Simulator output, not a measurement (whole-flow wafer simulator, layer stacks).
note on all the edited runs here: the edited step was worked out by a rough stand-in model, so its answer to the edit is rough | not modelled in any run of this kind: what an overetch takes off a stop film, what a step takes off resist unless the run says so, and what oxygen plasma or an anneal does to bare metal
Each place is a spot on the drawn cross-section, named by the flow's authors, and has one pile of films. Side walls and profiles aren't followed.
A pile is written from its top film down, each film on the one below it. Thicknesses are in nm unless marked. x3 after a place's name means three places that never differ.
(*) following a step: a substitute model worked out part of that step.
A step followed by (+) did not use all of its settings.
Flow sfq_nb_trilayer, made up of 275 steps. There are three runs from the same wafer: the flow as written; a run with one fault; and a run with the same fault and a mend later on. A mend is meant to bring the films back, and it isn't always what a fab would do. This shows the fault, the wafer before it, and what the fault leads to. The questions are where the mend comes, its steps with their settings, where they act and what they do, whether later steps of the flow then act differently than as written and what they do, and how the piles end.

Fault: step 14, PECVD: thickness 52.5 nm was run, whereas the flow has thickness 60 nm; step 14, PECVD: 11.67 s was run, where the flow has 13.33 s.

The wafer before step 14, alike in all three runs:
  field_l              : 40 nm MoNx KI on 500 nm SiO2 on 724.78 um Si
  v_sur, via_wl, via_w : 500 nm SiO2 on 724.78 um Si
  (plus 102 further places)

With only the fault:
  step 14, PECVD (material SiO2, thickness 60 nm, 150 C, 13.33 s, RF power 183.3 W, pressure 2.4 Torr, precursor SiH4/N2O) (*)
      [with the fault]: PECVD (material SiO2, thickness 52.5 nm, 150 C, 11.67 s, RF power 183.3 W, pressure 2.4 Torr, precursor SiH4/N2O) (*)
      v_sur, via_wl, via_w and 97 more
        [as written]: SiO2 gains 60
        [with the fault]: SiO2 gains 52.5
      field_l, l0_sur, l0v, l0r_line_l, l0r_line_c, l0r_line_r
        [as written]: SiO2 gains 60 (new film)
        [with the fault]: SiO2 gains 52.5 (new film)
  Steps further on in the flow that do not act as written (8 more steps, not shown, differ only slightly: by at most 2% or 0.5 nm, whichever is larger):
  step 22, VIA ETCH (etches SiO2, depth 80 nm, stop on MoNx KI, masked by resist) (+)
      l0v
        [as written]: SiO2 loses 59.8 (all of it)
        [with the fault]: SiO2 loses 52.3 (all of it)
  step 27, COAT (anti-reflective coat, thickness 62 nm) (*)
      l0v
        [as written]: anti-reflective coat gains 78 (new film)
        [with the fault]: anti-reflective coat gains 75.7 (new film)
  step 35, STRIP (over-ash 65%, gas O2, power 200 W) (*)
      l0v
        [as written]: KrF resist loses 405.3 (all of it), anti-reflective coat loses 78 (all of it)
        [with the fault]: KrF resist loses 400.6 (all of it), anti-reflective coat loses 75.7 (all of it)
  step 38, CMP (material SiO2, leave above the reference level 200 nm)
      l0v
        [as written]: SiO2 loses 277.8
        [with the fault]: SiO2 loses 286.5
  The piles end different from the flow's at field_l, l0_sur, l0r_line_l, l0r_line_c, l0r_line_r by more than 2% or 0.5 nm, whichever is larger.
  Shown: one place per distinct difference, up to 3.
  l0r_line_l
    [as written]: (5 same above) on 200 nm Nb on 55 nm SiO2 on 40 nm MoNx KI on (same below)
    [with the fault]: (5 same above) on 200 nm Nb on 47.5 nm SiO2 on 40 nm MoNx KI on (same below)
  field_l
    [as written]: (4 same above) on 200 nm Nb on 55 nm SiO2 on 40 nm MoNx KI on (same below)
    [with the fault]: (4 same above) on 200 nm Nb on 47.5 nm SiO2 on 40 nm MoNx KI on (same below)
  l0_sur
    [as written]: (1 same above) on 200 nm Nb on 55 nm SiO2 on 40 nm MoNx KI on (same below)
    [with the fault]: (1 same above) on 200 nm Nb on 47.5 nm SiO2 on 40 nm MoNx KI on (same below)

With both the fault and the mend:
  The mend follows step 20.
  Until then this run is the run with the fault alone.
  step 20a, STRIP (over-ash 65%, gas O2, power 200 W) (*)
      p4_fl x3, p4_w1 x9, p4_g1 x2 and 59 more
        KrF resist loses 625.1 (all of it), anti-reflective coat loses 62 (all of it)
      jj_sur, ce_l, c5j, ce_r, sp_r, be_r, r_sur
        KrF resist loses 632 (all of it), anti-reflective coat loses 63.7 (all of it)
      l0r_line_l, l0r_line_c, l0r_line_r
        KrF resist loses 621.1 (all of it), anti-reflective coat loses 58.9 (all of it)
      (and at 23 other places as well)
  step 20b, PECVD (material SiO2, thickness 7.5 nm, 150 C, 1.667 s, RF power 183.3 W, pressure 2.4 Torr, precursor SiH4/N2O) (the flow's step 14 again, with other settings)
      field_l, v_sur, via_wl and 103 more
        SiO2 gains 7.5
  step 20c, COAT (anti-reflective coat, thickness 62 nm) (*) (the flow's step 15 again)
      p4_fl x3, p4_w1 x9, p4_g1 x2 and 59 more
        anti-reflective coat gains 62 (new film)
      be_sur, gap, jj_sur and 8 more
        anti-reflective coat gains 63.7 (new film)
      wire, be, moat, field_r, lsp_l
        anti-reflective coat gains 63.8 (new film)
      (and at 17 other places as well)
  step 20d, COAT (KrF resist, thickness 650 nm) (*) (the flow's step 16 again)
      p4_fl x3, p4_w1 x9, p4_g1 x2 and 59 more
        KrF resist gains 650 (new film)
      ce_l, c5j, ce_r, sp_r, be_r
        KrF resist gains 656.9 (new film)
      gap, jj_sur, r_sur, res
        KrF resist gains 657 (new film)
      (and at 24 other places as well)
  step 20e, SOFTBAKE (KrF resist) (the flow's step 17 again)
      alters no film at any place that is followed
  step 20f, EXPOSE (photomask L0V, dose 12.41 mJ/cm2, NA 0.6, wavelength 248 nm) (*) (the flow's step 18 again)
      alters no film at any place that is followed
  step 20g, PEB (KrF resist, 90 s) (the flow's step 19 again)
      p4_fl x3, p4_w1 x9, p4_g1 x2 and 59 more
        KrF resist loses 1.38
      via_v, wire, be and 15 more
        KrF resist loses 1.39
      v_sur, via_w, via_wr, via_sp, lsp_m, ln_m6, lsp_r
        KrF resist loses 1.4
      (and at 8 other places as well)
  step 20h, DEVELOP (KrF resist, thickness 650 nm, 60 s) (the flow's step 20 again)
      field_l, v_sur, via_wl and 102 more
        KrF resist loses 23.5
      l0v
        KrF resist loses 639 (all of it)
  Later steps of the flow that are run all act as written at every place that is followed, up to a difference of at most 2% or 0.5 nm, whichever is larger.
  By the end, the piles equal the flow's at every place that both follow.
